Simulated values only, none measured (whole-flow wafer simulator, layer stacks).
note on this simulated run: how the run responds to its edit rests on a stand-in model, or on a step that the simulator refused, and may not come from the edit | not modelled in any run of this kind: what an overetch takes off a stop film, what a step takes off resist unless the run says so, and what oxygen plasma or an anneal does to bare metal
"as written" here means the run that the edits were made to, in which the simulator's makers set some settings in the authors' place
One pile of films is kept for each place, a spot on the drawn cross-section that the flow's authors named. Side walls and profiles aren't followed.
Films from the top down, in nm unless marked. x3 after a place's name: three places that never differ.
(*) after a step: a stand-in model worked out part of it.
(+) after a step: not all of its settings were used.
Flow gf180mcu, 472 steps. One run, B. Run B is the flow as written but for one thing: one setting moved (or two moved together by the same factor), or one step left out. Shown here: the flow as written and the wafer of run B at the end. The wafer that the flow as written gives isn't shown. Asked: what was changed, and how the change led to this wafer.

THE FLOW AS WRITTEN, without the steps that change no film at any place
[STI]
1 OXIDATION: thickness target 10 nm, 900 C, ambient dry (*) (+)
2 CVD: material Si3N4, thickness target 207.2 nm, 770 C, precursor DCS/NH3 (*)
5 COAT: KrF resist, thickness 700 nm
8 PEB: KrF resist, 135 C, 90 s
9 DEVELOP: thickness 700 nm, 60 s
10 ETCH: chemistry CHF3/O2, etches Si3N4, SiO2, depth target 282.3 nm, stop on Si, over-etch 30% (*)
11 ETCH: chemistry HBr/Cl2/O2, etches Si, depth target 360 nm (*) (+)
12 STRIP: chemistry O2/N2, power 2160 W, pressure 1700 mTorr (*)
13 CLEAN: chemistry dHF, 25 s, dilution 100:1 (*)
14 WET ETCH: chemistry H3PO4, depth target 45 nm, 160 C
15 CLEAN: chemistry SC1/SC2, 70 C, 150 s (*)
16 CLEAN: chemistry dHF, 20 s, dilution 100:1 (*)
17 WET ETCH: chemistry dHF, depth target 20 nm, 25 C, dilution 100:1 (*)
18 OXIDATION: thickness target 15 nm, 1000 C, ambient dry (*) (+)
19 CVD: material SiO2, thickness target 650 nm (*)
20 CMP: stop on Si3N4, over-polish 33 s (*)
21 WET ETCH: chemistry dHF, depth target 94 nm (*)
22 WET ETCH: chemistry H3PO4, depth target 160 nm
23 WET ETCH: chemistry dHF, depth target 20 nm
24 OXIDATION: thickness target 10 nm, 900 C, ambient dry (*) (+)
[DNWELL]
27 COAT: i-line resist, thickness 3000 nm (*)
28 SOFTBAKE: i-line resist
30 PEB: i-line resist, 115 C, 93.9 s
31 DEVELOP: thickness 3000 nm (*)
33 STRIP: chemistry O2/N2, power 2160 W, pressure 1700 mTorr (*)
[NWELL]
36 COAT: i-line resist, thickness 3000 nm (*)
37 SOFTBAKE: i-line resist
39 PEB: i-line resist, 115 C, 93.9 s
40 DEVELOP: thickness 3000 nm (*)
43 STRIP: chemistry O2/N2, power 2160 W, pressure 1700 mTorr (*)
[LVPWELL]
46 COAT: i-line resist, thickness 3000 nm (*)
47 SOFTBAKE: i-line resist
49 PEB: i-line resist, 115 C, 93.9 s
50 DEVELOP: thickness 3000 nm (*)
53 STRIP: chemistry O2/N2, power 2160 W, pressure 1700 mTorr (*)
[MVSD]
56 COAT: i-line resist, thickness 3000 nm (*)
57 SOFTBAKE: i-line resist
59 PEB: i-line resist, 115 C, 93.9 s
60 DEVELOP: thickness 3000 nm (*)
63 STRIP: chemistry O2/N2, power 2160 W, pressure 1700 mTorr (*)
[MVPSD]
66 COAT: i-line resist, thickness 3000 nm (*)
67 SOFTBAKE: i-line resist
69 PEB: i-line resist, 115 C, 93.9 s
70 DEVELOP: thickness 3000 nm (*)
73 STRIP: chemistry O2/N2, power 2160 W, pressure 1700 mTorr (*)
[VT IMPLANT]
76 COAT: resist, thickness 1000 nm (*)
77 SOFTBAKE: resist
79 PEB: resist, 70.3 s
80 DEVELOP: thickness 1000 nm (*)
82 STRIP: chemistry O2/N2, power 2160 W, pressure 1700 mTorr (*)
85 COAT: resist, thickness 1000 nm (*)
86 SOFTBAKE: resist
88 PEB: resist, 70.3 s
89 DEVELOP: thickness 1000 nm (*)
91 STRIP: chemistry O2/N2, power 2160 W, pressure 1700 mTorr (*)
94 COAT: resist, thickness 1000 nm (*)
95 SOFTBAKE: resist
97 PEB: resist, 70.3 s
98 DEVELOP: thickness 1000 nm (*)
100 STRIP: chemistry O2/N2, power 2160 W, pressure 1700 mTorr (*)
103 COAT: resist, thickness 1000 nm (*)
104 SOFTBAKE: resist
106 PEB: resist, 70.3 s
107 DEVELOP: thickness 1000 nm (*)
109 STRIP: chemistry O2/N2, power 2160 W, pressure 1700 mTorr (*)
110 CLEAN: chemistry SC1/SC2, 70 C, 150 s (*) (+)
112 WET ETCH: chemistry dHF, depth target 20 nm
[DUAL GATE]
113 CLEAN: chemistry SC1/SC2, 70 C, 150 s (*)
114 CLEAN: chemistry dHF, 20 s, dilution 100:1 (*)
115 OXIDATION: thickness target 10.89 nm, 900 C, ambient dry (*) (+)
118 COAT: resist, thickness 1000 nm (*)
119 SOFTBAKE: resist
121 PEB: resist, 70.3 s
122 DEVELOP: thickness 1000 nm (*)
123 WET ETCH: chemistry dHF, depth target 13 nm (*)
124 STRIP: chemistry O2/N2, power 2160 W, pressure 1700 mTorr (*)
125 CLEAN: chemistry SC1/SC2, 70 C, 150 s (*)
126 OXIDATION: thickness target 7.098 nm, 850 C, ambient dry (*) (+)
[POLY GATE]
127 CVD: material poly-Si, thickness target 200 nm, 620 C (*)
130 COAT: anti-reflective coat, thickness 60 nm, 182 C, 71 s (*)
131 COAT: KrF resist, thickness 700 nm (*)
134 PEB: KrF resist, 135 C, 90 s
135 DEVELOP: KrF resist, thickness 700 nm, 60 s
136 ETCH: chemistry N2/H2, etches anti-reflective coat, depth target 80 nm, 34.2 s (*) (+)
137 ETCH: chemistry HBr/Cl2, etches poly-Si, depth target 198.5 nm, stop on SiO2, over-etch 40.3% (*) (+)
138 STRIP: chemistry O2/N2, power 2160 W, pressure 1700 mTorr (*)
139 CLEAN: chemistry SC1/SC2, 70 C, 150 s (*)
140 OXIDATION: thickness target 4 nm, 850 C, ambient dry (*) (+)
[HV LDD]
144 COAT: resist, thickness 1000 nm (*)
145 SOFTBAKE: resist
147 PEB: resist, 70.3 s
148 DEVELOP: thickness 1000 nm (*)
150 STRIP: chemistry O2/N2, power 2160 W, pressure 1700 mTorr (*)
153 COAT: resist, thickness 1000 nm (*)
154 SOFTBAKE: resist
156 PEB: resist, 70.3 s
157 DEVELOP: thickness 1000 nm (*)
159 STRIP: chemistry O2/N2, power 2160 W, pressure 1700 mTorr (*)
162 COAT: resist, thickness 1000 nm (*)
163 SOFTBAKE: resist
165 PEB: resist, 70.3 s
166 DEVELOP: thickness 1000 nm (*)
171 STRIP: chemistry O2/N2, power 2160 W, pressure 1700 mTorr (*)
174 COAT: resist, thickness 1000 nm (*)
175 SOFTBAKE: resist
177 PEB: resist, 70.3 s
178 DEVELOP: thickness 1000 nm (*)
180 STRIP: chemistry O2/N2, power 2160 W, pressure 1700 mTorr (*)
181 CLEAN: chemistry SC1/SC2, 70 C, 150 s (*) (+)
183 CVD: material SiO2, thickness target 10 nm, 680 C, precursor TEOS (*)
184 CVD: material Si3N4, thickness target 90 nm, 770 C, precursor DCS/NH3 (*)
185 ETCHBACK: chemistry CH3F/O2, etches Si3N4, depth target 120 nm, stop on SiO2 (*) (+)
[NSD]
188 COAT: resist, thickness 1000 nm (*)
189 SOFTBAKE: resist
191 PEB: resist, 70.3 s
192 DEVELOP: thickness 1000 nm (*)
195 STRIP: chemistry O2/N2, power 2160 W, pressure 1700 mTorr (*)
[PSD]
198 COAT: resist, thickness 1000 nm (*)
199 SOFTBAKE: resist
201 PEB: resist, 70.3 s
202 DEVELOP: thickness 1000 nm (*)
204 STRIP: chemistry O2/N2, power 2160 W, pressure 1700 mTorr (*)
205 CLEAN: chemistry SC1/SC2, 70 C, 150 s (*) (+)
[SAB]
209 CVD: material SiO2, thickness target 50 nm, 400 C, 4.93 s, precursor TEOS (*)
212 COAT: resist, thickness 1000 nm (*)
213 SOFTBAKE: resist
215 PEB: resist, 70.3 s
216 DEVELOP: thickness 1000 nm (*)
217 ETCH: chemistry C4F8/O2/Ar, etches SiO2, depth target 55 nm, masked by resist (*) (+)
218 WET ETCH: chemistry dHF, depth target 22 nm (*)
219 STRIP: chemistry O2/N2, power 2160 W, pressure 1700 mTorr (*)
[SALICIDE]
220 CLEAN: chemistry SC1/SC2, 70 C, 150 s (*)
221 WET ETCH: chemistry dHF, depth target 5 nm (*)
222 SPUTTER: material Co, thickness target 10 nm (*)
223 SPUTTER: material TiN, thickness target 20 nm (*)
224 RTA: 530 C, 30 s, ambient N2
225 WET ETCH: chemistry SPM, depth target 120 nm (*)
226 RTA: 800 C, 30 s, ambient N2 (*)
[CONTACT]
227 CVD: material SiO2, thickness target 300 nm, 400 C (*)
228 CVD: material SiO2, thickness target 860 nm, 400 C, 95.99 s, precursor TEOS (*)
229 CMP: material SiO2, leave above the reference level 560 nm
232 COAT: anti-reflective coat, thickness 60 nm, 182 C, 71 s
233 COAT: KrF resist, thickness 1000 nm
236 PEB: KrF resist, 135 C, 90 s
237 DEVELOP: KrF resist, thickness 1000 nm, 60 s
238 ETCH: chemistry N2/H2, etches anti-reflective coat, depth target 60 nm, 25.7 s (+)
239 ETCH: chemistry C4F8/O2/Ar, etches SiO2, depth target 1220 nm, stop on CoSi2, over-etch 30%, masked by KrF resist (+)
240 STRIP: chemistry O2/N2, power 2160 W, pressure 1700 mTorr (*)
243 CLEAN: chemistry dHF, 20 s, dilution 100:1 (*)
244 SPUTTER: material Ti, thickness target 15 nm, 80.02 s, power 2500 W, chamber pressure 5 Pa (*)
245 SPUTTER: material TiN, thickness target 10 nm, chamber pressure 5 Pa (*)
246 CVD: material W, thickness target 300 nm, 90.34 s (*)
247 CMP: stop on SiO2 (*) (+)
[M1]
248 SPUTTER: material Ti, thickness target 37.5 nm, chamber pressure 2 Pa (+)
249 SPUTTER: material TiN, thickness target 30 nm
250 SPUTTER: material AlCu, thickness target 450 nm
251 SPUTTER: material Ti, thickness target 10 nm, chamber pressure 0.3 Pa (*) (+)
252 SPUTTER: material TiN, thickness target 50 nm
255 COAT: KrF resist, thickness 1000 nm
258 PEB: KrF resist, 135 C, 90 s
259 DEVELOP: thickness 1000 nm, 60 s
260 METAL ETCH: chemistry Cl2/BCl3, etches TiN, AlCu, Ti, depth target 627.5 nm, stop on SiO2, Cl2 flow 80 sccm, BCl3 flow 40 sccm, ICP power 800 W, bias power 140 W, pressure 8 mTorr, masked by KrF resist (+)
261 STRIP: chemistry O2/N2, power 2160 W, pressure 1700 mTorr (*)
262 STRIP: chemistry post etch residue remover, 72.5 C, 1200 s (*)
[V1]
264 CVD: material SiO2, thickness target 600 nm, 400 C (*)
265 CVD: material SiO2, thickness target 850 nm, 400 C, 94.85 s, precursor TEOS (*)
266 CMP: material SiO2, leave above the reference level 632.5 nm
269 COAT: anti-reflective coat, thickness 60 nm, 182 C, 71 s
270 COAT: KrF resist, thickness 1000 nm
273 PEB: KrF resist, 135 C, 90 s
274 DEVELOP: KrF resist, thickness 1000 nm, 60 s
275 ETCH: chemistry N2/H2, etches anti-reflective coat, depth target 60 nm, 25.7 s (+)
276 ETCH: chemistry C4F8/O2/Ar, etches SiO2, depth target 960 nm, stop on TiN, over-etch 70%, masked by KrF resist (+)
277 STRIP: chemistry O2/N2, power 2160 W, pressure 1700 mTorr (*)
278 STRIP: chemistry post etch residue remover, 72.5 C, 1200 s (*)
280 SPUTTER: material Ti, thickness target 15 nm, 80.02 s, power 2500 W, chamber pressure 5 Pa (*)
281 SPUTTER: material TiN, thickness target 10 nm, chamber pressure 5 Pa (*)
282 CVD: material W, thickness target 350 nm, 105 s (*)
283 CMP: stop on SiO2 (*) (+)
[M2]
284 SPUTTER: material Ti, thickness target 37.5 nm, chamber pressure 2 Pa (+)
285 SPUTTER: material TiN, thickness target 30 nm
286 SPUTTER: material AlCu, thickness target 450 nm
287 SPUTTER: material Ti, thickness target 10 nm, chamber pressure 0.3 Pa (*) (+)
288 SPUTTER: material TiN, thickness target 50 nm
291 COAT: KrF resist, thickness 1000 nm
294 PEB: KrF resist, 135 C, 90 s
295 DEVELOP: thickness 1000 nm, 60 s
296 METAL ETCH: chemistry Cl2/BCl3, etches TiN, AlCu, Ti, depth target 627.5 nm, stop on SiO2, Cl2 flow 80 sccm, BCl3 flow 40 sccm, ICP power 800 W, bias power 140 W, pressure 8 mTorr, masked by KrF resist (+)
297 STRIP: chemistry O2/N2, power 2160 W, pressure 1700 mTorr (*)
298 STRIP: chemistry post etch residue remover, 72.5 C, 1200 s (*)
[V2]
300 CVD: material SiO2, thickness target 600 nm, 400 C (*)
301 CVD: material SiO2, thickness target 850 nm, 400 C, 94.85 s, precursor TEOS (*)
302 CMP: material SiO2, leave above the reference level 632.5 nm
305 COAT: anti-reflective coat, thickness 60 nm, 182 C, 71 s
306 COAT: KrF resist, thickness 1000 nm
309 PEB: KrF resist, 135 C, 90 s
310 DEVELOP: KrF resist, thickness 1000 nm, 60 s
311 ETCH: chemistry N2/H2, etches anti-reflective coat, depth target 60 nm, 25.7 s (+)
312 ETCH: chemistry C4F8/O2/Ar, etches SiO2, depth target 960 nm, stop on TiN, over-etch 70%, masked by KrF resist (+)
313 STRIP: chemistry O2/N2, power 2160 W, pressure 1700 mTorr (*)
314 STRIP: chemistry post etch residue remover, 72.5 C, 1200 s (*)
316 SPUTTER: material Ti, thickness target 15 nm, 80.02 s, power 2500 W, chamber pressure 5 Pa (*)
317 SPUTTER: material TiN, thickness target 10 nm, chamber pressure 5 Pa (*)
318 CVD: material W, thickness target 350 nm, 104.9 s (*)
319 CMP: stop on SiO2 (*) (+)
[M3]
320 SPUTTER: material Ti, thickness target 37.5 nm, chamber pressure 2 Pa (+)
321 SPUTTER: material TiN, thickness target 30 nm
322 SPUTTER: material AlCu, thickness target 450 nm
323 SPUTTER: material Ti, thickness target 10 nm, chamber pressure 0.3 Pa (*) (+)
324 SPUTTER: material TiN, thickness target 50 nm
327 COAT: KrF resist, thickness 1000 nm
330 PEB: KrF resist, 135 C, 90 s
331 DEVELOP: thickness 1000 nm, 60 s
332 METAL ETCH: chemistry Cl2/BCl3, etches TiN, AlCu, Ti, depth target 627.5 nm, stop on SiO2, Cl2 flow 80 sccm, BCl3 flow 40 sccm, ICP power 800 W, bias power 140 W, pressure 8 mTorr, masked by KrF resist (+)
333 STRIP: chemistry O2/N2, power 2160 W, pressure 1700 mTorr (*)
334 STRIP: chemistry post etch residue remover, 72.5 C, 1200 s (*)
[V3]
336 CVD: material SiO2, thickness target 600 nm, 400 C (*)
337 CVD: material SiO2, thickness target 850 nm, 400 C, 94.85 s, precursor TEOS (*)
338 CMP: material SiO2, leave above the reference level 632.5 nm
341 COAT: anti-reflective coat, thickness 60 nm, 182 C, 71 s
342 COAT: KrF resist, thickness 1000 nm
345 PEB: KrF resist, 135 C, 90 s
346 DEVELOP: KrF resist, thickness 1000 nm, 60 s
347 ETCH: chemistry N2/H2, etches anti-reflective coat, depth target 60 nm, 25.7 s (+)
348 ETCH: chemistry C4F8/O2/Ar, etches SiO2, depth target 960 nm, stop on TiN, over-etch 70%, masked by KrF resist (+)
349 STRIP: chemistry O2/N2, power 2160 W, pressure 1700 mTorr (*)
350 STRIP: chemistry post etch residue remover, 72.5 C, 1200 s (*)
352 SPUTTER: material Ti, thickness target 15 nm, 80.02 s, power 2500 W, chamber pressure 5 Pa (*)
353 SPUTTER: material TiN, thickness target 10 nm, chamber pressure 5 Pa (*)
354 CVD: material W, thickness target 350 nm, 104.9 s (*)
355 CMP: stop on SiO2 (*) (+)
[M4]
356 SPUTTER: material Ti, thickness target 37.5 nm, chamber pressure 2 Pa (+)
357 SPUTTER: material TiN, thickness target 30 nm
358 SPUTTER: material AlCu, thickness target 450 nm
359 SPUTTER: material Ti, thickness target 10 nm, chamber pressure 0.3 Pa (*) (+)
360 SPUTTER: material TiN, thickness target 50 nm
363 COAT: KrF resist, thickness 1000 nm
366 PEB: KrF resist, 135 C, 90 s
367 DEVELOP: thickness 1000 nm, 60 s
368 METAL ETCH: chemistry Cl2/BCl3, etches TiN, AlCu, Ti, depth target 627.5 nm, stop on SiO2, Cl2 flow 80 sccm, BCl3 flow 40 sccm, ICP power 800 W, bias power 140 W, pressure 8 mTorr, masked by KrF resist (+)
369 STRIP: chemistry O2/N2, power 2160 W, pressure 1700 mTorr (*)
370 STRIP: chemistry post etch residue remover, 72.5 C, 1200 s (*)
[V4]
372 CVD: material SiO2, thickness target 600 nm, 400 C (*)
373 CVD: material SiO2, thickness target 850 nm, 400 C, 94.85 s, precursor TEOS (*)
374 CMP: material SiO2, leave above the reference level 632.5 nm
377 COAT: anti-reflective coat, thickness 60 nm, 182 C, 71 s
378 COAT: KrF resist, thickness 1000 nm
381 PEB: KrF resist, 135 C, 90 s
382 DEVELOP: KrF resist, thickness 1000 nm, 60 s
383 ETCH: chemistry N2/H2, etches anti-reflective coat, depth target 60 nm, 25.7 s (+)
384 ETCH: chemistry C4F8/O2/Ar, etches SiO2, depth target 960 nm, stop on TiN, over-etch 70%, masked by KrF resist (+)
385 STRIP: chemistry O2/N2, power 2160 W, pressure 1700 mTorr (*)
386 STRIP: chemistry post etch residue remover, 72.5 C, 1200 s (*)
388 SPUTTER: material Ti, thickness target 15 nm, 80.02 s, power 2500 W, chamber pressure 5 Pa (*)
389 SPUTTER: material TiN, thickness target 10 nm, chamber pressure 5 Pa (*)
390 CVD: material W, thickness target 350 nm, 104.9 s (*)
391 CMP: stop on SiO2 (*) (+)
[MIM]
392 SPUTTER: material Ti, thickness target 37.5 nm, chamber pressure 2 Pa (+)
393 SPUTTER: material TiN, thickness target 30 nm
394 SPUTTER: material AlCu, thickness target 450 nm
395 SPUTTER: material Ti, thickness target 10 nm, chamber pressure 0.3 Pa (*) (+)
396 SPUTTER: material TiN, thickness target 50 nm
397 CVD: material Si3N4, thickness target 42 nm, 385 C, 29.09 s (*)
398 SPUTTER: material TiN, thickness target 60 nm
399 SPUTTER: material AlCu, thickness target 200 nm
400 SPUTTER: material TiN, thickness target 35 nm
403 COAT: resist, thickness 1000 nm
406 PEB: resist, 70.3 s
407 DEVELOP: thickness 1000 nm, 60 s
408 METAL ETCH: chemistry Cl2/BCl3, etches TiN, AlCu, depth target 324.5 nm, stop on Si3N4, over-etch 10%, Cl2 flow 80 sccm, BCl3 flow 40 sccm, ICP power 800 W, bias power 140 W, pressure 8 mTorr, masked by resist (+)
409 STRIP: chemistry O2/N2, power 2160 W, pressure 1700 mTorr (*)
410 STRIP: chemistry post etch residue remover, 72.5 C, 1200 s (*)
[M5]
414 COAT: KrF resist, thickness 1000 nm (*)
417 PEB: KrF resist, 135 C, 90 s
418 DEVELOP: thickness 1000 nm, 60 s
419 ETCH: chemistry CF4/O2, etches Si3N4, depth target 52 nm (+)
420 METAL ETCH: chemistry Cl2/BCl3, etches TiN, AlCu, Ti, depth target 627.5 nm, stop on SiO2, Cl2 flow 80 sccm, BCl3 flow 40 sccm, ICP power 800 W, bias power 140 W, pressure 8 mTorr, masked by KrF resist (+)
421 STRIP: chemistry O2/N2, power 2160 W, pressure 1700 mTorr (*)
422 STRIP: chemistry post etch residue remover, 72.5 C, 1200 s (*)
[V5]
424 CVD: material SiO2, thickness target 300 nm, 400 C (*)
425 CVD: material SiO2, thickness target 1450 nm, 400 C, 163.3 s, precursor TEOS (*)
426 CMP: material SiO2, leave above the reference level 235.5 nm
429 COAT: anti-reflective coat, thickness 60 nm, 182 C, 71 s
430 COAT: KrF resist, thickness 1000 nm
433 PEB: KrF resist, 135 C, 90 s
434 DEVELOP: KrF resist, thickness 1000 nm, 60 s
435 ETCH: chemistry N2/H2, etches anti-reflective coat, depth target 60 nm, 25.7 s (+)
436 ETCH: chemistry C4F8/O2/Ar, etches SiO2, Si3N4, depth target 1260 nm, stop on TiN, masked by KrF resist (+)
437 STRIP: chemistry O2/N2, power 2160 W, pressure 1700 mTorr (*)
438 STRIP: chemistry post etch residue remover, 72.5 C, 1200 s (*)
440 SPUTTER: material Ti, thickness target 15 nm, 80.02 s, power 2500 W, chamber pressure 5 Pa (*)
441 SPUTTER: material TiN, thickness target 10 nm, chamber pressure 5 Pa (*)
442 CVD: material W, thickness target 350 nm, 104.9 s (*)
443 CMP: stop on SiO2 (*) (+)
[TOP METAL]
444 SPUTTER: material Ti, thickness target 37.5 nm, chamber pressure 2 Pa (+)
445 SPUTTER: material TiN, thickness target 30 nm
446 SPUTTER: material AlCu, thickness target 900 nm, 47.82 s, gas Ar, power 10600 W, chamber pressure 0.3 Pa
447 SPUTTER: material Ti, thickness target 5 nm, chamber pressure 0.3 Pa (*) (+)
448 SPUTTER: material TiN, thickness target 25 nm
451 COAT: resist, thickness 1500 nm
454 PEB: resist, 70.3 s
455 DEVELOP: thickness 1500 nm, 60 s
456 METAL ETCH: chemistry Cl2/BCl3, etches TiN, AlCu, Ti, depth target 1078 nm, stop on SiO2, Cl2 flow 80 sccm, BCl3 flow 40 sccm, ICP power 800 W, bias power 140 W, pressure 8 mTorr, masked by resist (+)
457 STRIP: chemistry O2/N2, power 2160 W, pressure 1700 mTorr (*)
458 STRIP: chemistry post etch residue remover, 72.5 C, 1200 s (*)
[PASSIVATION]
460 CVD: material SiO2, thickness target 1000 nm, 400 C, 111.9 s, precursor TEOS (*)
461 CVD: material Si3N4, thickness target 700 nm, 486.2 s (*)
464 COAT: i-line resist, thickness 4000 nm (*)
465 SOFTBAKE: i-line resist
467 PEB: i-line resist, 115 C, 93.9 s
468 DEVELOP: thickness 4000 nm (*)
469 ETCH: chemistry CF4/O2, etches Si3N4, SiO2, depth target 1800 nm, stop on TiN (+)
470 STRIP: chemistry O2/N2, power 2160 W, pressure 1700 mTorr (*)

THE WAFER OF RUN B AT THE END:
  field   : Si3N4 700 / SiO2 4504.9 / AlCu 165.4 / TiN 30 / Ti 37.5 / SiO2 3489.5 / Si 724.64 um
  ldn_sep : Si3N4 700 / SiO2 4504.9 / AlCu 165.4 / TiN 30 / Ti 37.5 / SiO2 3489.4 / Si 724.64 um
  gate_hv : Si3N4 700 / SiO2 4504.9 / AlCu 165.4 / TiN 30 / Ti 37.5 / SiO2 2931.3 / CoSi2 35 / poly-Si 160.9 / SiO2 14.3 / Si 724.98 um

The cause: step 332, METAL ETCH: depth target 338.9 nm was run, where the flow has depth target 627.5 nm.

How the change led to this, step by step:
  332 METAL ETCH: chemistry Cl2/BCl3, etches TiN, AlCu, Ti, depth target 627.5 nm, stop on SiO2, Cl2 flow 80 sccm, BCl3 flow 40 sccm, ICP power 800 W, bias power 140 W, pressure 8 mTorr, masked by KrF resist (+)
      field, field__w1, field__w2 and 103 more: TiN -50 (all of it), Ti -10 (all of it), AlCu -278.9 (as written it would be: TiN -50 (all of it), Ti -10 (all of it), AlCu -450 (all of it), TiN -30 (all of it), Ti -37.5 (all of it))
      field__w8, contact, m1, m1__w1, m1_nw: KrF resist -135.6 (as written it would be: KrF resist -251)
  333 STRIP: chemistry O2/N2, power 2160 W, pressure 1700 mTorr (*)
      field__w8, contact, m1, m1__w1, m1_nw: KrF resist -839 (all of it) (as written it would be: KrF resist -723.5 (all of it))
  334 STRIP: chemistry post etch residue remover, 72.5 C, 1200 s (*)
      field, field__w1, field__w2 and 103 more: AlCu -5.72 (as written it would be: nothing)
  336 CVD: material SiO2, thickness target 600 nm, 400 C (*)
      field, field__w1, field__w2 and 103 more: SiO2 +600 (new film) (as written it would be: SiO2 +600)
  338 CMP: material SiO2, leave above the reference level 632.5 nm
      field, field__w1, field__w2 and 103 more: SiO2 -532.9 (as written it would be: SiO2 -300)
Counting metal films that touch as one body, field has 1 body; the flow as written gives 0 bodies.
Counting metal films that touch as one body, ldn_sep has 1 body; the flow as written gives 0 bodies.
Counting metal films that touch as one body, gate_hv has 2 bodies (between them, from the top down: SiO2 2931.3); the flow as written gives 1 body.
